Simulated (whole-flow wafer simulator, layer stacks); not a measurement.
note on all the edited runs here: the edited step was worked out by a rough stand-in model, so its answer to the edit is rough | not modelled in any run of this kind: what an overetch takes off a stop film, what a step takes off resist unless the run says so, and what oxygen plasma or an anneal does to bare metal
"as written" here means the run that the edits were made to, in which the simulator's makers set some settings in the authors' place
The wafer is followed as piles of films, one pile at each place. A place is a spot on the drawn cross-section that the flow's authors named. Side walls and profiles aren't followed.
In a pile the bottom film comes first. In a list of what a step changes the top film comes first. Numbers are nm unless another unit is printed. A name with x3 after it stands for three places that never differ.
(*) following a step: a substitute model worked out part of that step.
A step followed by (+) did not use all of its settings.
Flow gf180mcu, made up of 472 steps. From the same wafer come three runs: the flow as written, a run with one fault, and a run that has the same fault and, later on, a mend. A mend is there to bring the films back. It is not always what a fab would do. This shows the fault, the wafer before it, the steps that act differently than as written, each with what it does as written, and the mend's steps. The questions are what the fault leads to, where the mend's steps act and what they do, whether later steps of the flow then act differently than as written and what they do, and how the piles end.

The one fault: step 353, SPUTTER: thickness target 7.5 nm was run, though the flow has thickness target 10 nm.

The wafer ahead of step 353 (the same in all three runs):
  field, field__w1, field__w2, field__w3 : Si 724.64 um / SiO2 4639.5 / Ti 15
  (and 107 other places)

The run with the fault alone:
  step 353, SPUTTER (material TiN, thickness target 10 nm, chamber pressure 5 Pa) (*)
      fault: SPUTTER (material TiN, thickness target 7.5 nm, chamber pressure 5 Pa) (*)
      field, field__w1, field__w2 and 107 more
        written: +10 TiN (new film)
        fault: +7.5 TiN (new film)
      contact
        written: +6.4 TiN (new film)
        fault: +4.81 TiN (new film)
  Later steps of the flow acting differently than as written (1 other step is not shown; it differs only slightly, by no more than 2% or 0.5 nm, whichever is larger):
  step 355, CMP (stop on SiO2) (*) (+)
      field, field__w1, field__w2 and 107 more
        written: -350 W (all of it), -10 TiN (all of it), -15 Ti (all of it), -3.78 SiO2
        fault: -350 W (all of it), -7.5 TiN (all of it), -15 Ti (all of it), -3.76 SiO2
  The piles end different from the flow's at contact by more than 2% or 0.5 nm, whichever is larger.
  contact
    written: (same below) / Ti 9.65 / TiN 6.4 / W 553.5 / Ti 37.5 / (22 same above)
    fault: (same below) / Ti 9.65 / TiN 4.81 / W 555.1 / Ti 37.5 / (22 same above)

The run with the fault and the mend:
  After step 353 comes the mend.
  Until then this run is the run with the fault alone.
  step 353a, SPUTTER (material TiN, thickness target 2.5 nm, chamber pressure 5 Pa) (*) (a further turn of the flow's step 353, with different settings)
      field, field__w1, field__w2 and 107 more
        +2.5 TiN
      contact
        +1.6 TiN
  None of the later steps of the flow acts differently than as written at any place that is followed.
  At every place that both follow, the piles at the end match the flow's.
